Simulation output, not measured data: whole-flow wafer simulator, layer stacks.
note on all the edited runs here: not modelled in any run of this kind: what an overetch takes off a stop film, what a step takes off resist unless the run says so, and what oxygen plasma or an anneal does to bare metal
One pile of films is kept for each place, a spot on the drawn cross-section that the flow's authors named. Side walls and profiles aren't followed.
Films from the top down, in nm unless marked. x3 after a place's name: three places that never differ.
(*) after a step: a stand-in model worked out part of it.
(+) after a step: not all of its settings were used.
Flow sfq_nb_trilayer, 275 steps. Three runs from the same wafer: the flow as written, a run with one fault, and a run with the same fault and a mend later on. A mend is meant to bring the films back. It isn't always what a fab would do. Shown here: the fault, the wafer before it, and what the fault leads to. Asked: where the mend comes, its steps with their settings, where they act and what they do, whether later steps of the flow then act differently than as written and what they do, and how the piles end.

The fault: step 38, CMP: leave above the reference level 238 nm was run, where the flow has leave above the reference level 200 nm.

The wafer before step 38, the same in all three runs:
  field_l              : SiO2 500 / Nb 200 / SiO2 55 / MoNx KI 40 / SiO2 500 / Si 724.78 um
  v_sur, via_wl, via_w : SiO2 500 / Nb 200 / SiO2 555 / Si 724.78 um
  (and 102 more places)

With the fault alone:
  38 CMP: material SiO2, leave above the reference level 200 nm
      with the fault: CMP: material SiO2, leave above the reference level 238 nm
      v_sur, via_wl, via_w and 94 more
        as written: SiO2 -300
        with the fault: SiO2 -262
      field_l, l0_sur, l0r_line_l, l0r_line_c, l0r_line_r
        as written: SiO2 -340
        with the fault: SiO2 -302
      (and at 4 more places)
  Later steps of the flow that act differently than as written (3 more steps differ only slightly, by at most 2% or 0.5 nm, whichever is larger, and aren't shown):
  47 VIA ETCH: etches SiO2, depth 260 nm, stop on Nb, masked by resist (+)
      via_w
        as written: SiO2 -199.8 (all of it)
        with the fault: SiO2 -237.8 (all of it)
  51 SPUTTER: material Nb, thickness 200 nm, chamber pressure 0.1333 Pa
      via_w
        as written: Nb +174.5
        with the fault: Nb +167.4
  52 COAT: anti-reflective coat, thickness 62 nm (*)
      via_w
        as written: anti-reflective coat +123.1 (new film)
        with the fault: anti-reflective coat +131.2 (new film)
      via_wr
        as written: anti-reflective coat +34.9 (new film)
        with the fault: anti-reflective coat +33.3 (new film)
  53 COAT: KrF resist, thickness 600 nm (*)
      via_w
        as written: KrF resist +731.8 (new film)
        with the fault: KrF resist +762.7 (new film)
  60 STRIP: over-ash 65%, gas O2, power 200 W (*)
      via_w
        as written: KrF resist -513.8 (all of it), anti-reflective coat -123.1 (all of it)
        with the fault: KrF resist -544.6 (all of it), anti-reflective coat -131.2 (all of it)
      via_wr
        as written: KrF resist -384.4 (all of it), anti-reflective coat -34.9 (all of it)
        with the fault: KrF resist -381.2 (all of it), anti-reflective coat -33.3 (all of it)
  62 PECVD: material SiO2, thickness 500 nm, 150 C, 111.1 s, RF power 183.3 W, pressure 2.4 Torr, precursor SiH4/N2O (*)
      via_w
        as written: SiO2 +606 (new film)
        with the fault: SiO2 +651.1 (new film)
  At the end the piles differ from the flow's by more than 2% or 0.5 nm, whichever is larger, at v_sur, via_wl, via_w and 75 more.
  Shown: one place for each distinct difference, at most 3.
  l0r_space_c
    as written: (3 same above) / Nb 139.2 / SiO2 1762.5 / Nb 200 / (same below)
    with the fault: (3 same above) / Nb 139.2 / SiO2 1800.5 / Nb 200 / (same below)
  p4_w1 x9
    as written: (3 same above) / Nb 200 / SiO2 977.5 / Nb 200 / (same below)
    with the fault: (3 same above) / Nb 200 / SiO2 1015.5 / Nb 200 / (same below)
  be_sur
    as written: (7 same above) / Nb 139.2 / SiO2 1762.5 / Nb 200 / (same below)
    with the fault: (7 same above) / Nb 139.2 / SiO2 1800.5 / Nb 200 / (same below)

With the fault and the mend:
  The mend comes after step 39.
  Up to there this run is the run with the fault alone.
  39a CMP: material SiO2, leave above the reference level 200 nm (the flow's step 38 once more)
      field_l, v_sur, via_wl and 103 more
        SiO2 -38
  No later step of the flow acts differently than as written at any place that is followed.
  At the end the piles are the same as the flow's at every place that both follow.
